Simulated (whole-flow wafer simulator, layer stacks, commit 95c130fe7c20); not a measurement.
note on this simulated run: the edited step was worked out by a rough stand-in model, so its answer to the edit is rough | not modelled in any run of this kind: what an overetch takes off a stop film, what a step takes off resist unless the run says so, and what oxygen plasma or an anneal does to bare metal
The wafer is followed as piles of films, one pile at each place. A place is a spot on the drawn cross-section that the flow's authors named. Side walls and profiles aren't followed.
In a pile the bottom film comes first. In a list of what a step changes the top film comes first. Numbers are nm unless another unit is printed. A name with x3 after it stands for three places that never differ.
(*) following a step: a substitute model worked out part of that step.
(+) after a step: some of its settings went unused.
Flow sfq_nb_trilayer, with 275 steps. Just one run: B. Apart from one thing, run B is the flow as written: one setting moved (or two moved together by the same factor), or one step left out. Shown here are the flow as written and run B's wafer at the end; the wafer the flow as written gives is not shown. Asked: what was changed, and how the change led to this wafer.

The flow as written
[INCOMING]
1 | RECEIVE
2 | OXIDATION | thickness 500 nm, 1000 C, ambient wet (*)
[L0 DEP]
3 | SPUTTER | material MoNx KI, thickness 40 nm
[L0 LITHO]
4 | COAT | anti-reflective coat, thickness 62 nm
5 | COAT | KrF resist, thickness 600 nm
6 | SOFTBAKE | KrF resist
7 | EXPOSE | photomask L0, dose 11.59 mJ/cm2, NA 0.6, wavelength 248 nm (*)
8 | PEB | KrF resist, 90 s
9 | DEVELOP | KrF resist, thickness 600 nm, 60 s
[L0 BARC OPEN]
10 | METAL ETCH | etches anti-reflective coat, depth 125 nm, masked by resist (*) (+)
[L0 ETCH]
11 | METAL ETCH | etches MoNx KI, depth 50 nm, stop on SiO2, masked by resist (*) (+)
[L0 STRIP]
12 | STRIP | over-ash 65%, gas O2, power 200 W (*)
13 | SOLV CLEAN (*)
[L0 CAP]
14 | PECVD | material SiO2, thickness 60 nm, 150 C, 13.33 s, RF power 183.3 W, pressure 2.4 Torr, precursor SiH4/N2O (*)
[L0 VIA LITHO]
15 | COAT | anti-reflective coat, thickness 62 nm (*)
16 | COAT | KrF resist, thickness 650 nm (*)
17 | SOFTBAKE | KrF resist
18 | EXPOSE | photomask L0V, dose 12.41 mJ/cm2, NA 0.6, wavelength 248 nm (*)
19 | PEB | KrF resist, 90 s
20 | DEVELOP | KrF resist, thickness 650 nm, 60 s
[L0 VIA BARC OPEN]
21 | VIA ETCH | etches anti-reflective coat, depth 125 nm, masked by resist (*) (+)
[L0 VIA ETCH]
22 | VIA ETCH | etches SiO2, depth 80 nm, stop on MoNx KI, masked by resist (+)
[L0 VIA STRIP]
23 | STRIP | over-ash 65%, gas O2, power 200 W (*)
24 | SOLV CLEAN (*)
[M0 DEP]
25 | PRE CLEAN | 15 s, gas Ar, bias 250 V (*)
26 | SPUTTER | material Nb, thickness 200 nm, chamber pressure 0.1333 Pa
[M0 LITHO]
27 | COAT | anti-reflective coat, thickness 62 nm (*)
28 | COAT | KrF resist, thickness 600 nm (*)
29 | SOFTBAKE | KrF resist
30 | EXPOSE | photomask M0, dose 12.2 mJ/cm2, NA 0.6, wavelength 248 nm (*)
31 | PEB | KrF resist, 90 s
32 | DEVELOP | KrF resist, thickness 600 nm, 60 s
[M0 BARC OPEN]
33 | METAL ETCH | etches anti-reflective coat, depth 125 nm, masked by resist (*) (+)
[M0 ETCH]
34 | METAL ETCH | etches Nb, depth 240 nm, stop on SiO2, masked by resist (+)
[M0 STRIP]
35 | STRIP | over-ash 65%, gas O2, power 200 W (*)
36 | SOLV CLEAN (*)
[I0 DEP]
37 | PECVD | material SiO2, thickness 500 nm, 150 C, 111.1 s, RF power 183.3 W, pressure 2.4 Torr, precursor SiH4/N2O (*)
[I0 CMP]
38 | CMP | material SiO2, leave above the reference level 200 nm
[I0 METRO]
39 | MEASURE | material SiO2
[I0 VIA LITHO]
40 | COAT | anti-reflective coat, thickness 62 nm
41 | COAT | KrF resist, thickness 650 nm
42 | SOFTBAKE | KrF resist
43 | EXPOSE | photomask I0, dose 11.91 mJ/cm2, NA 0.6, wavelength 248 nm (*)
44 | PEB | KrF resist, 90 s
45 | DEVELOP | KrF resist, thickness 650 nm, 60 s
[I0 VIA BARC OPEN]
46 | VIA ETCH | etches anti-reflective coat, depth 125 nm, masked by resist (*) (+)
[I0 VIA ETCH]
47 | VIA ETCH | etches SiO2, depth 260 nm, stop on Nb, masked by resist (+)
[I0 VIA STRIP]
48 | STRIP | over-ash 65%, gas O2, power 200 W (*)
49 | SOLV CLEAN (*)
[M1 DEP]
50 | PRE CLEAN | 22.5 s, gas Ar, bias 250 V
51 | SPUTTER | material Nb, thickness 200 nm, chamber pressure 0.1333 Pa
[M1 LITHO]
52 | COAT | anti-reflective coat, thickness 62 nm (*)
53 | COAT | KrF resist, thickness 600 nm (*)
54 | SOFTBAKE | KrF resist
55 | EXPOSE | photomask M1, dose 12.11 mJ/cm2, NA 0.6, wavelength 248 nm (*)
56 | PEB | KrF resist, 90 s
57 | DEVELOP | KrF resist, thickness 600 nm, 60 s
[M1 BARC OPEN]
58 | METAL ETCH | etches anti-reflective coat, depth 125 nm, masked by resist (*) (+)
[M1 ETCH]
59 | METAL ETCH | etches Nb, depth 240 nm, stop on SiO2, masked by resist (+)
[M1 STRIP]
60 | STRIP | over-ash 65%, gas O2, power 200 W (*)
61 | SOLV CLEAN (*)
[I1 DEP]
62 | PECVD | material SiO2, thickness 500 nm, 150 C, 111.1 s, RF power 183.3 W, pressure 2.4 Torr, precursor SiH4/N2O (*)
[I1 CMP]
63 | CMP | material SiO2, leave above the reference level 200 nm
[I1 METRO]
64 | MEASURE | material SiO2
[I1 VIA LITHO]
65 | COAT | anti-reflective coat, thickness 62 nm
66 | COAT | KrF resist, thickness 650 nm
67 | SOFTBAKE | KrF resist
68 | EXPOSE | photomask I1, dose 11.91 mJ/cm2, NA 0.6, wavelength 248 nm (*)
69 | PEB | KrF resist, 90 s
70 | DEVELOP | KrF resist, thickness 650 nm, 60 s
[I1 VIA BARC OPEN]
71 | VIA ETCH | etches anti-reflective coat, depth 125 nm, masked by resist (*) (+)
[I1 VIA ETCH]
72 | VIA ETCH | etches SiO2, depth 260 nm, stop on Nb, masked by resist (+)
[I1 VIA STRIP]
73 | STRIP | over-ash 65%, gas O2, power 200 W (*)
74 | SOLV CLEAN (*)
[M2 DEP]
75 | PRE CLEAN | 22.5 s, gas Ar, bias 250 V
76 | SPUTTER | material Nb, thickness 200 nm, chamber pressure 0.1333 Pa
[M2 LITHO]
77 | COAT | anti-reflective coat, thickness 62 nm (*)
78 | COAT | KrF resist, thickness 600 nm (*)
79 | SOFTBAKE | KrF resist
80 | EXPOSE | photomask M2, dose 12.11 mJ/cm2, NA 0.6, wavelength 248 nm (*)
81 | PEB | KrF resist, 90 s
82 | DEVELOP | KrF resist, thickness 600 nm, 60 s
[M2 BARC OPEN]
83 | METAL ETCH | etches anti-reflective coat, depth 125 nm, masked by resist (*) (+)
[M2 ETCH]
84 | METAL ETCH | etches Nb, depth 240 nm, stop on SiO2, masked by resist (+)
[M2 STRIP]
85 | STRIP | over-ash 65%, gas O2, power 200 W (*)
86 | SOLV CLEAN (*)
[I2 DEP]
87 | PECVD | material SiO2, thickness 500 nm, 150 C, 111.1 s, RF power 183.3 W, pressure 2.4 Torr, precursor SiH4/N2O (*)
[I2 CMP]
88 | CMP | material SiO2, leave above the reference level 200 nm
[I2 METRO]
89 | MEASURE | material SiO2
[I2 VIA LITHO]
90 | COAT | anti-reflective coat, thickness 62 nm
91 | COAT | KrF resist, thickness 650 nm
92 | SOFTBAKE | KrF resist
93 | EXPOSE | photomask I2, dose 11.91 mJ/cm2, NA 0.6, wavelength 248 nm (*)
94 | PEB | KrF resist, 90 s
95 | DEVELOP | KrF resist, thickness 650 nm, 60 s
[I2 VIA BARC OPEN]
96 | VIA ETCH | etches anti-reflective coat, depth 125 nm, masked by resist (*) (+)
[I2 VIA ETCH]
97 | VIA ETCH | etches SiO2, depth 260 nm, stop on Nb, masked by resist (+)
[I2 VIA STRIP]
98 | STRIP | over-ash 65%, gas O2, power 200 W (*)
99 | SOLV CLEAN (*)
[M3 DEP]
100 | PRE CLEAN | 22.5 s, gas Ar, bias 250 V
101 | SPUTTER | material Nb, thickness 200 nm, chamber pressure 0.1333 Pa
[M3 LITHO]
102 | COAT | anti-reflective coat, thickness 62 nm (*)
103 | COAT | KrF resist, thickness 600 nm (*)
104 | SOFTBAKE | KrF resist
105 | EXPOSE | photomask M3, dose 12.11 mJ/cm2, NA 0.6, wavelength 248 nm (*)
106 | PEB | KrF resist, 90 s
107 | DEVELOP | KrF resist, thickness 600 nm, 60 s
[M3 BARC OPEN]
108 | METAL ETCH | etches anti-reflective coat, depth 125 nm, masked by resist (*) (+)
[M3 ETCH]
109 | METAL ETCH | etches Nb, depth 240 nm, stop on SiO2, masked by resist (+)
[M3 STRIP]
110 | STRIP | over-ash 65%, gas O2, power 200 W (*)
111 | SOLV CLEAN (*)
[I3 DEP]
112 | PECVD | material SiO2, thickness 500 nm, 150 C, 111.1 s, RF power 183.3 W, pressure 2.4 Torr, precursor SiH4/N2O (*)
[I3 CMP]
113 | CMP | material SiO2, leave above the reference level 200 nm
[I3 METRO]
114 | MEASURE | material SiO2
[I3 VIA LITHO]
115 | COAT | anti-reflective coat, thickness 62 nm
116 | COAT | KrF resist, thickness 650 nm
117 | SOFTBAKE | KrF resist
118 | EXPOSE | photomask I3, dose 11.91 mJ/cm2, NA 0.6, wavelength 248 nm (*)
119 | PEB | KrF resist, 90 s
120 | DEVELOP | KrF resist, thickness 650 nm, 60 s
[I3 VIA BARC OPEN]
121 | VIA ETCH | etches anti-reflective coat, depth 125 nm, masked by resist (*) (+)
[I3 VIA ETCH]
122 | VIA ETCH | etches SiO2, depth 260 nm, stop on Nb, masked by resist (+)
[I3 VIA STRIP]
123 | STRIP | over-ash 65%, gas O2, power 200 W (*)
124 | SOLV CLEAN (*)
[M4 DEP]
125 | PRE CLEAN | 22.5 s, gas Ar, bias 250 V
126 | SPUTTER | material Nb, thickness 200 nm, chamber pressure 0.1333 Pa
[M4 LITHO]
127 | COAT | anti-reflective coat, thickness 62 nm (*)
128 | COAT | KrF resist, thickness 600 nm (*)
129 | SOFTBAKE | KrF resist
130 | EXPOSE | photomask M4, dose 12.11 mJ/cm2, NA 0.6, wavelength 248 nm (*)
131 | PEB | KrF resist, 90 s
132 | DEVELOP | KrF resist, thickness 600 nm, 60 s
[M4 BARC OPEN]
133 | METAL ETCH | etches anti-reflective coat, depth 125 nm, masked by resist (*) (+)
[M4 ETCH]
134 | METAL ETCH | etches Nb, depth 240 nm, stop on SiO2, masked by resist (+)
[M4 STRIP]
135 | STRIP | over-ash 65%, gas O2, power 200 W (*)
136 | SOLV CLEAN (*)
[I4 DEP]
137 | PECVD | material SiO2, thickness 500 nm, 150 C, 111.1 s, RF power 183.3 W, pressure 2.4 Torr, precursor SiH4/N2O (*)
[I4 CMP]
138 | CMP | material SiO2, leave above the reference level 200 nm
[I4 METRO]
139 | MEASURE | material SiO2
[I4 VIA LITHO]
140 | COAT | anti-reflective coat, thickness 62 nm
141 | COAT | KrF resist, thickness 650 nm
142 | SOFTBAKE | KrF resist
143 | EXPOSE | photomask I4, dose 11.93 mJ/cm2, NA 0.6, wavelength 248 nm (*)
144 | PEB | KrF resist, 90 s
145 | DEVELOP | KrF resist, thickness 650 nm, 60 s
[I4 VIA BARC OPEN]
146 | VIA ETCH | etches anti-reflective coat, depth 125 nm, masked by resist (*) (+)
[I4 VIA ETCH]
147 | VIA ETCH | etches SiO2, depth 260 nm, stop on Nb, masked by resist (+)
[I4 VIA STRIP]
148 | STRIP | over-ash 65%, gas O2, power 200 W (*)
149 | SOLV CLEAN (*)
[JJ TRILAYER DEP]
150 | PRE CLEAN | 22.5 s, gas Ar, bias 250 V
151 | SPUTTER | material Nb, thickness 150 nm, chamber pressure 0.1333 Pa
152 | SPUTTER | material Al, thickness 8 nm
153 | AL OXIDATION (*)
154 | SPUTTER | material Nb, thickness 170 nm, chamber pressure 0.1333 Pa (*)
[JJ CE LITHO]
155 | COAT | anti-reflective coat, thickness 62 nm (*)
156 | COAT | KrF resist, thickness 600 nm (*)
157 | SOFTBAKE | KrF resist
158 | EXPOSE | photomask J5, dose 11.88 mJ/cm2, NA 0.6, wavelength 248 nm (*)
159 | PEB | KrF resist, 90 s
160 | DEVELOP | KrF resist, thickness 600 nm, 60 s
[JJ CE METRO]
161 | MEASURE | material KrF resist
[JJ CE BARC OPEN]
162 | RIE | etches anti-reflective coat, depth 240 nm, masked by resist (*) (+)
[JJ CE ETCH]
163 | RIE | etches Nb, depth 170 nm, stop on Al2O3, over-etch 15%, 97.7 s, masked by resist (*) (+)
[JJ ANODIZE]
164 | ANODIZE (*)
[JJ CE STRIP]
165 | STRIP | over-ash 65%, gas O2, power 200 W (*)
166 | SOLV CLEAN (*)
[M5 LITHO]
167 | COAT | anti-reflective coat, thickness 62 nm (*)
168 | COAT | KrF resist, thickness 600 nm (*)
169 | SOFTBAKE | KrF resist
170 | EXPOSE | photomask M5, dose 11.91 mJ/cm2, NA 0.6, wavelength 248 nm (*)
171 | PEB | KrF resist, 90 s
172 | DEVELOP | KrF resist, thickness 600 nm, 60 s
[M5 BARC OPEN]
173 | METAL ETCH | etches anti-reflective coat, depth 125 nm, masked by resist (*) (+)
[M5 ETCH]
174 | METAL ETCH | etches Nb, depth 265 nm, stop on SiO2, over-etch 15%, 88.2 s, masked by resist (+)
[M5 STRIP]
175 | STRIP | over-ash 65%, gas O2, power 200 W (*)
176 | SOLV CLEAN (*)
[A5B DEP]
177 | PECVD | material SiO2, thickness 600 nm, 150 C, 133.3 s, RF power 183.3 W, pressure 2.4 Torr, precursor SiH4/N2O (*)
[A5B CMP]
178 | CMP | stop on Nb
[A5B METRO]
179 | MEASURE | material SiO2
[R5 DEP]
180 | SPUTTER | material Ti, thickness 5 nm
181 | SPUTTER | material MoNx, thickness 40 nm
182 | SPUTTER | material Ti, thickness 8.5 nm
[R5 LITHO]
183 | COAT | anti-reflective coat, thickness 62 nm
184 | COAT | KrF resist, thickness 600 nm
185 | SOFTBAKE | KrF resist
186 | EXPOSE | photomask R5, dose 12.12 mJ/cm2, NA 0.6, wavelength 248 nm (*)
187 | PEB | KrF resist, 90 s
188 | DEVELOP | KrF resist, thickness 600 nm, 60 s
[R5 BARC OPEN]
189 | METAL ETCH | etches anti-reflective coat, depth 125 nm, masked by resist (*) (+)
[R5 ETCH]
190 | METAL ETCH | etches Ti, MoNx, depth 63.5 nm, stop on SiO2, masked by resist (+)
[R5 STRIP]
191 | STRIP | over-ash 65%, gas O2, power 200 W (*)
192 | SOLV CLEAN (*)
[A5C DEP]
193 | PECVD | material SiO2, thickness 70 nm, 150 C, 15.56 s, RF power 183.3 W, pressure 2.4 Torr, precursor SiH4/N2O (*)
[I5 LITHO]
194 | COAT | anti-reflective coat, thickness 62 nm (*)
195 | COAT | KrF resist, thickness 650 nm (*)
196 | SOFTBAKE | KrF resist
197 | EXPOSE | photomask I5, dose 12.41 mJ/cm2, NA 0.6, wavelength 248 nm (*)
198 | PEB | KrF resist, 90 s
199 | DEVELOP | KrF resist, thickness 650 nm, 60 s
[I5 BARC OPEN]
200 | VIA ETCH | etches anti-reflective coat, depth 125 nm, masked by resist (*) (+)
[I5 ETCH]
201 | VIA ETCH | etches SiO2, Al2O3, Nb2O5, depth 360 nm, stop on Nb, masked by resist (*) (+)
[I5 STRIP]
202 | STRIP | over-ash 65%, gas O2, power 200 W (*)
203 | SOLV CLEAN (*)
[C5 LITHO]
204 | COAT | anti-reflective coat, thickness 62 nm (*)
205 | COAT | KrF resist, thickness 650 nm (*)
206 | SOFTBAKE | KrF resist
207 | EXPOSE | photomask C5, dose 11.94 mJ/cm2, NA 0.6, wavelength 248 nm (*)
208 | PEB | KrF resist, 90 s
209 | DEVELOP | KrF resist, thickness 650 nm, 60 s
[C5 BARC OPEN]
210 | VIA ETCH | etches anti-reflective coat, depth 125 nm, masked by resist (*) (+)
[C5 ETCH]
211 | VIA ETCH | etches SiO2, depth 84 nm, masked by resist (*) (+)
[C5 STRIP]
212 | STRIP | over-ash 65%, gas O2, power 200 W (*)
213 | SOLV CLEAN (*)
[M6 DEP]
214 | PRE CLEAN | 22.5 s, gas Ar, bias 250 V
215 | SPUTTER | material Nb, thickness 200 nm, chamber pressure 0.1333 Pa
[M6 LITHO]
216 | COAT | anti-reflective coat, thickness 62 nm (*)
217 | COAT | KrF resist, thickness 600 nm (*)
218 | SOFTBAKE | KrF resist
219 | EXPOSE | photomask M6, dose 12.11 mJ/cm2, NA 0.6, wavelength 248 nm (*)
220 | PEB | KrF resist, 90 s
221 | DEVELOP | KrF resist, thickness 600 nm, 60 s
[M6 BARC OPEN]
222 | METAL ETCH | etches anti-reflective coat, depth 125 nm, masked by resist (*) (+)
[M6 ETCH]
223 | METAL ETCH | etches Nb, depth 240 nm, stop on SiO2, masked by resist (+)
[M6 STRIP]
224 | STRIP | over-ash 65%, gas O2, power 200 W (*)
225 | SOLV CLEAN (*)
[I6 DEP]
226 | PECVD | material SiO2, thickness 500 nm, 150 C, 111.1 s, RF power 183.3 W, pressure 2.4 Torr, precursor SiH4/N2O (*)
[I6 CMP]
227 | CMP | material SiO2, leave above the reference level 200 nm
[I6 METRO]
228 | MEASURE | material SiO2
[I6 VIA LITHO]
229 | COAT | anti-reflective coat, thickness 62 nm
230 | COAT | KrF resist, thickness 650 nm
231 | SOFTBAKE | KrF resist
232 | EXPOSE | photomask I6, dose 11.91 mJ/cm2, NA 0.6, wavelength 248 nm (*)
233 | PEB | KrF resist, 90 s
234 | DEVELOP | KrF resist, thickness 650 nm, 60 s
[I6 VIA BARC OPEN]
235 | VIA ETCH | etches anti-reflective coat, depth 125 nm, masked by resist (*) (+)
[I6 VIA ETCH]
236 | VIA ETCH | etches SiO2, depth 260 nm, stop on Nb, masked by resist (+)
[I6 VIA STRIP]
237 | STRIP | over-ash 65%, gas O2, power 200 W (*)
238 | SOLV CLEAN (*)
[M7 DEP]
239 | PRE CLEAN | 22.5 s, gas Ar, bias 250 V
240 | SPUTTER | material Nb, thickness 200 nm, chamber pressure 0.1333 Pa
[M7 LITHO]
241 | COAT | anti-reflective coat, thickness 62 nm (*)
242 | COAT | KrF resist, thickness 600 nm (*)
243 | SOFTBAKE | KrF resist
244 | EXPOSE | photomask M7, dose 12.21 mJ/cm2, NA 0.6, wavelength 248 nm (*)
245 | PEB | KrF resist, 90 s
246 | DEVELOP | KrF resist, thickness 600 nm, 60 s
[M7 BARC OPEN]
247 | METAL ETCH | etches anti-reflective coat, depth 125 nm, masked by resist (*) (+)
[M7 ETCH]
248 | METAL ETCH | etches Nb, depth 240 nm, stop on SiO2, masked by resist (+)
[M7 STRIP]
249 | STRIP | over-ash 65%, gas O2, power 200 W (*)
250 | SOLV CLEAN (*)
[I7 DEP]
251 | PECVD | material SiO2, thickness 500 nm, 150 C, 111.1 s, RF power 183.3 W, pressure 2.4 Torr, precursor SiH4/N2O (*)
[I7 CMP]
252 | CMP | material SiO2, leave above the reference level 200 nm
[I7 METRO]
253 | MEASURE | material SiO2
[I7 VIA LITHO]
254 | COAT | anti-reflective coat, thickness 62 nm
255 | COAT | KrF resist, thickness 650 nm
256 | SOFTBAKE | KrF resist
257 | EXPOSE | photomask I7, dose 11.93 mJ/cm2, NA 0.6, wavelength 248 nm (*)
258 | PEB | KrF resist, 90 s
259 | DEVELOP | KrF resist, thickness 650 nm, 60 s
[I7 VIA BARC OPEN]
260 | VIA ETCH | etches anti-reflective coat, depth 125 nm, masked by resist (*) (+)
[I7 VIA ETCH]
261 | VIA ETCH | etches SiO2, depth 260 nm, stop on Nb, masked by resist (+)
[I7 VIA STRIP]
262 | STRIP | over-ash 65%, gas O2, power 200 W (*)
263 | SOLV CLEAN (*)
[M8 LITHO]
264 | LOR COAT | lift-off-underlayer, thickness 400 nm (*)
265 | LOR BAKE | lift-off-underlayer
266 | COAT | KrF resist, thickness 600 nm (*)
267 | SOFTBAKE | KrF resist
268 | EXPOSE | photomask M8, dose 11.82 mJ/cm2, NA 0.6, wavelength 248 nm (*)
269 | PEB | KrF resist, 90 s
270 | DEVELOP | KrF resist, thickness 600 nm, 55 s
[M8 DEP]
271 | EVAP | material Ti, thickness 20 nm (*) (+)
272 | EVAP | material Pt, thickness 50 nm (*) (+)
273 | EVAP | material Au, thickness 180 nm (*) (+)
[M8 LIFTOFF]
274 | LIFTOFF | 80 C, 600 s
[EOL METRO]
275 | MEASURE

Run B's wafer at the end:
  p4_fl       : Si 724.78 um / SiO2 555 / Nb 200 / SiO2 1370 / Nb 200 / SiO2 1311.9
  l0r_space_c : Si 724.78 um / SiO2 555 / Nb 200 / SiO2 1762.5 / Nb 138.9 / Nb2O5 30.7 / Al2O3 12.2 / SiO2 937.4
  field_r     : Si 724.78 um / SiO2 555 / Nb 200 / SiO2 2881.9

Cause: step 154, SPUTTER: thickness 106 nm was run, while the flow as written has thickness 170 nm.

Step by step, how the change led to this:
  154 | SPUTTER | material Nb, thickness 170 nm, chamber pressure 0.1333 Pa (*)
      field_l, v_sur, via_sp and 100 more: Nb gains 106 (new film) (in the flow as written it would be: Nb gains 170 (new film))
      via_wl, via_wr: Nb gains 87.6 (new film) (in the flow as written it would be: Nb gains 140.7 (new film))
      (and at 1 other place as well)
  155 | COAT | anti-reflective coat, thickness 62 nm (*)
      via_wl, via_wr: anti-reflective coat gains 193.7 (new film) (in the flow as written it would be: anti-reflective coat gains 209.4 (new film))
      via_w: anti-reflective coat gains 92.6 (new film) (in the flow as written it would be: anti-reflective coat gains 97.4 (new film))
  162 | RIE | etches anti-reflective coat, depth 240 nm, masked by resist (*) (+)
      ce_l, c5j, ce_r, wl_jj: KrF resist loses 193.7 (in the flow as written it would be: KrF resist loses 209.4)
      via_wl, via_wr: anti-reflective coat loses 193.7 (all of it) (in the flow as written it would be: anti-reflective coat loses 209.4 (all of it))
      (and at 1 other place as well)
  163 | RIE | etches Nb, depth 170 nm, stop on Al2O3, over-etch 15%, 97.7 s, masked by resist (*) (+)
      field_l, v_sur, via_sp and 96 more: Nb loses 106 (all of it), Al2O3 loses 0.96 (all of it) (in the flow as written it would be: Nb loses 170 (all of it), Al2O3 loses 0.51)
      via_wl, via_wr: Nb loses 87.6 (all of it), Al2O3 loses 0.96 (all of it) (in the flow as written it would be: Nb loses 140.7 (all of it), Al2O3 loses 0.96 (all of it))
      (and at 1 other place as well)
  164 | ANODIZE (*)
      field_l, v_sur, via_sp and 96 more: Al2O3 gains 12.2 (new film), Nb2O5 gains 30.7 (new film), Al loses 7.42 (all of it), Nb loses 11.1 (in the flow as written it would be: Al2O3 gains 12.2, Nb2O5 gains 29.9 (new film), Al loses 7.42 (all of it), Nb loses 10.8)
  165 | STRIP | over-ash 65%, gas O2, power 200 W (*)
      ce_l: KrF resist loses 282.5 (all of it), anti-reflective coat loses 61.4 (all of it) (in the flow as written it would be: KrF resist loses 266.8 (all of it), anti-reflective coat loses 61.4 (all of it))
      c5j: KrF resist loses 282.5 (all of it), anti-reflective coat loses 61.5 (all of it) (in the flow as written it would be: KrF resist loses 266.9 (all of it), anti-reflective coat loses 61.5 (all of it))
      (and at 2 other places as well)
  167 | COAT | anti-reflective coat, thickness 62 nm (*)
      wl_j_sl, wl_j_sr: anti-reflective coat gains 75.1 (new film) (in the flow as written it would be: anti-reflective coat gains 83.3 (new film))
      gap: anti-reflective coat gains 60.8 (new film) (in the flow as written it would be: anti-reflective coat gains 58.9 (new film))
      (and at 8 other places as well)
  168 | COAT | KrF resist, thickness 600 nm (*)
      ce_l: KrF resist gains 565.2 (new film) (in the flow as written it would be: KrF resist gains 528.3 (new film))
      c5j: KrF resist gains 548.8 (new film) (in the flow as written it would be: KrF resist gains 507.6 (new film))
      (and at 2 other places as well)
  173 | METAL ETCH | etches anti-reflective coat, depth 125 nm, masked by resist (*) (+)
      wl_a_sl: anti-reflective coat loses 61.5 (all of it) (in the flow as written it would be: anti-reflective coat loses 59.7 (all of it), Al2O3 loses 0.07)
  174 | METAL ETCH | etches Nb, depth 265 nm, stop on SiO2, over-etch 15%, 88.2 s, masked by resist (+)
      field_l, r_sur, res and 50 more: Al2O3 loses 12.2 (all of it), Nb2O5 loses 30.7 (all of it), Nb loses 138.9 (all of it), SiO2 loses 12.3 (in the flow as written it would be: Al2O3 loses 12.6 (all of it), Nb2O5 loses 29.9 (all of it), Nb loses 139.2 (all of it), SiO2 loses 12.3)
  175 | STRIP | over-ash 65%, gas O2, power 200 W (*)
      wl_j_sl, wl_j_sr: KrF resist loses 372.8 (all of it), anti-reflective coat loses 75.1 (all of it) (in the flow as written it would be: KrF resist loses 378 (all of it), anti-reflective coat loses 83.3 (all of it))
      gap: KrF resist loses 376.1 (all of it), anti-reflective coat loses 60.8 (all of it) (in the flow as written it would be: KrF resist loses 383.4 (all of it), anti-reflective coat loses 58.9 (all of it))
      (and at 7 other places as well)
  178 | CMP | stop on Nb
      v_sur, via_sp, via_v and 43 more: SiO2 loses 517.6 (in the flow as written it would be: SiO2 loses 453.5)
      field_l, p4_fl, p4_fm and 39 more: SiO2 loses 323.3 (in the flow as written it would be: SiO2 loses 259.3)
      (and at 14 other places as well)
  201 | VIA ETCH | etches SiO2, Al2O3, Nb2O5, depth 360 nm, stop on Nb, masked by resist (*) (+)
      be: SiO2 loses 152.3 (all of it), Al2O3 loses 12.2 (all of it), Nb2O5 loses 30.7 (all of it) (in the flow as written it would be: SiO2 loses 216.4 (all of it), Al2O3 loses 12.7 (all of it), Nb2O5 loses 29.9 (all of it))
  204 | COAT | anti-reflective coat, thickness 62 nm (*)
      wire: anti-reflective coat gains 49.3 (new film) (in the flow as written it would be: anti-reflective coat gains 47.4 (new film))
      be: anti-reflective coat gains 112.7 (new film) (in the flow as written it would be: anti-reflective coat gains 122.2 (new film))
      (and at 1 other place as well)
  205 | COAT | KrF resist, thickness 650 nm (*)
      be: KrF resist gains 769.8 (new film) (in the flow as written it would be: KrF resist gains 815.3 (new film))
  212 | STRIP | over-ash 65%, gas O2, power 200 W (*)
      wire: KrF resist loses 559.4 (all of it), anti-reflective coat loses 49.3 (all of it) (in the flow as written it would be: KrF resist loses 555.8 (all of it), anti-reflective coat loses 47.4 (all of it))
      be: KrF resist loses 682.6 (all of it), anti-reflective coat loses 112.7 (all of it) (in the flow as written it would be: KrF resist loses 728.2 (all of it), anti-reflective coat loses 122.2 (all of it))
      (and at 1 other place as well)
  ... another 4 steps ...
  226 | PECVD | material SiO2, thickness 500 nm, 150 C, 111.1 s, RF power 183.3 W, pressure 2.4 Torr, precursor SiH4/N2O (*)
      be: SiO2 gains 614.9 (new film) (in the flow as written it would be: SiO2 gains 693.5 (new film))
